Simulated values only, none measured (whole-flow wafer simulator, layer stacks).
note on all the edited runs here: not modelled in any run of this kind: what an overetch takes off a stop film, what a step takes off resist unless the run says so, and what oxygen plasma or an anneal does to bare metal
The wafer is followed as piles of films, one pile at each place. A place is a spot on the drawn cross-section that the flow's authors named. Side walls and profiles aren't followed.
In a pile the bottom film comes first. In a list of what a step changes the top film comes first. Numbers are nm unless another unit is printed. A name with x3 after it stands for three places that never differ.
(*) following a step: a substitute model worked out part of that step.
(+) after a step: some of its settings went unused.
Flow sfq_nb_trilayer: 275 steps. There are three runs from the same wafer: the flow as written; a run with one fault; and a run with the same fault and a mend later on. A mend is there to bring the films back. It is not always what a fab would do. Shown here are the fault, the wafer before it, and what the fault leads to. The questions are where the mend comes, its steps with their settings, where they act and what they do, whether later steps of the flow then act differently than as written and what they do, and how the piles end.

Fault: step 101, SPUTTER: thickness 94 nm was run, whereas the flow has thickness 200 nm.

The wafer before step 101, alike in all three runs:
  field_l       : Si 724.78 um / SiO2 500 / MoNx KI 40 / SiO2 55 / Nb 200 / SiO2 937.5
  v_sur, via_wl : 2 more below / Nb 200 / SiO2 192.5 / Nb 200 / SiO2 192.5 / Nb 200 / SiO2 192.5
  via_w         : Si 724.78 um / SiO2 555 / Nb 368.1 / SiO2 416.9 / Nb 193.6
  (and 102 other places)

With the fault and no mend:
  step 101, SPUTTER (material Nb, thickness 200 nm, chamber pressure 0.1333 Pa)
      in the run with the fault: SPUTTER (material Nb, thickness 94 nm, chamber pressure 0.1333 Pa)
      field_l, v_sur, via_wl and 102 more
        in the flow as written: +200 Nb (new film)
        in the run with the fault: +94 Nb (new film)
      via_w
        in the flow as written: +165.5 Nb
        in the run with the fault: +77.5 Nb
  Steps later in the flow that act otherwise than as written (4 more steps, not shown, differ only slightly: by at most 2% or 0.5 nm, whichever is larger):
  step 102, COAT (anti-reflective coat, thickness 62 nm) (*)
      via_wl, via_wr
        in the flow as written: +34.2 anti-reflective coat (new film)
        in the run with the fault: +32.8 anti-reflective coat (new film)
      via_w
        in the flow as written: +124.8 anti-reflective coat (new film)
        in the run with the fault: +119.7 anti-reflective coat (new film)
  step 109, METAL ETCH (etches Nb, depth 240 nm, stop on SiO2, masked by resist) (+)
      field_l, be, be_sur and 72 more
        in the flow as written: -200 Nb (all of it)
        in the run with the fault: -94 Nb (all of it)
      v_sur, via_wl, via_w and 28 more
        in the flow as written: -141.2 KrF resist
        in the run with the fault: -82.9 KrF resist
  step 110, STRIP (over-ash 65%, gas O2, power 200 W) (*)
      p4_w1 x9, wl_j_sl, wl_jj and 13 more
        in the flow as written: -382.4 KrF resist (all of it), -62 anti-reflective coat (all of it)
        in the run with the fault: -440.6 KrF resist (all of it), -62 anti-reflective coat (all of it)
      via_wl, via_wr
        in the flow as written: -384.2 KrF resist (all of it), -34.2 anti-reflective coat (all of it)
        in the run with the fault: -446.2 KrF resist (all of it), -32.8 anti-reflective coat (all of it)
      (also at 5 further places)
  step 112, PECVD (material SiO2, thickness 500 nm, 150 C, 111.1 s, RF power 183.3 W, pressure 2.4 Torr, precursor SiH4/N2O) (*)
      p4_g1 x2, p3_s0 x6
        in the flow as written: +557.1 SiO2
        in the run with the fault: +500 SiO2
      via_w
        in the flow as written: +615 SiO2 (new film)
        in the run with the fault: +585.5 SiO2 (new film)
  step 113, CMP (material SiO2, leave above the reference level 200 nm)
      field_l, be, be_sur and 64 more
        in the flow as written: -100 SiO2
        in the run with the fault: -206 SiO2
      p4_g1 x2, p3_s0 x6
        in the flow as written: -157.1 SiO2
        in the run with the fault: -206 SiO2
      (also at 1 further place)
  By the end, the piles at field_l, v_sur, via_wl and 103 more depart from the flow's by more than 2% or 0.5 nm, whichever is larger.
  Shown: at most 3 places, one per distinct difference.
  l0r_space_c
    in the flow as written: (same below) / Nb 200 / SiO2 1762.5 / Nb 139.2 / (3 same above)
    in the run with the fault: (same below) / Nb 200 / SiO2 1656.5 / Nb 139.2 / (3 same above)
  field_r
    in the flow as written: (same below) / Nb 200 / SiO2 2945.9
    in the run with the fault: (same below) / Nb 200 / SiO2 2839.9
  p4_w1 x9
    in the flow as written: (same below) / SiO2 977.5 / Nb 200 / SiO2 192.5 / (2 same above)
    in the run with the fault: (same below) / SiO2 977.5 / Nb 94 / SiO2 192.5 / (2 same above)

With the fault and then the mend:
  The mend stands after step 101.
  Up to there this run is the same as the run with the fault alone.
  step 101a, SPUTTER (material Nb, thickness 106 nm, chamber pressure 0.1333 Pa) (the flow's step 101 again, with other settings)
      field_l, v_sur, via_wl and 102 more
        +106 Nb
      via_w
        +86.9 Nb
  Every later step of the flow that is run acts as written, at every place that is followed, to within 2% or 0.5 nm, whichever is larger.
  The piles end only slightly different from the flow's at the places that both follow, by no more than 2% or 0.5 nm, whichever is larger.
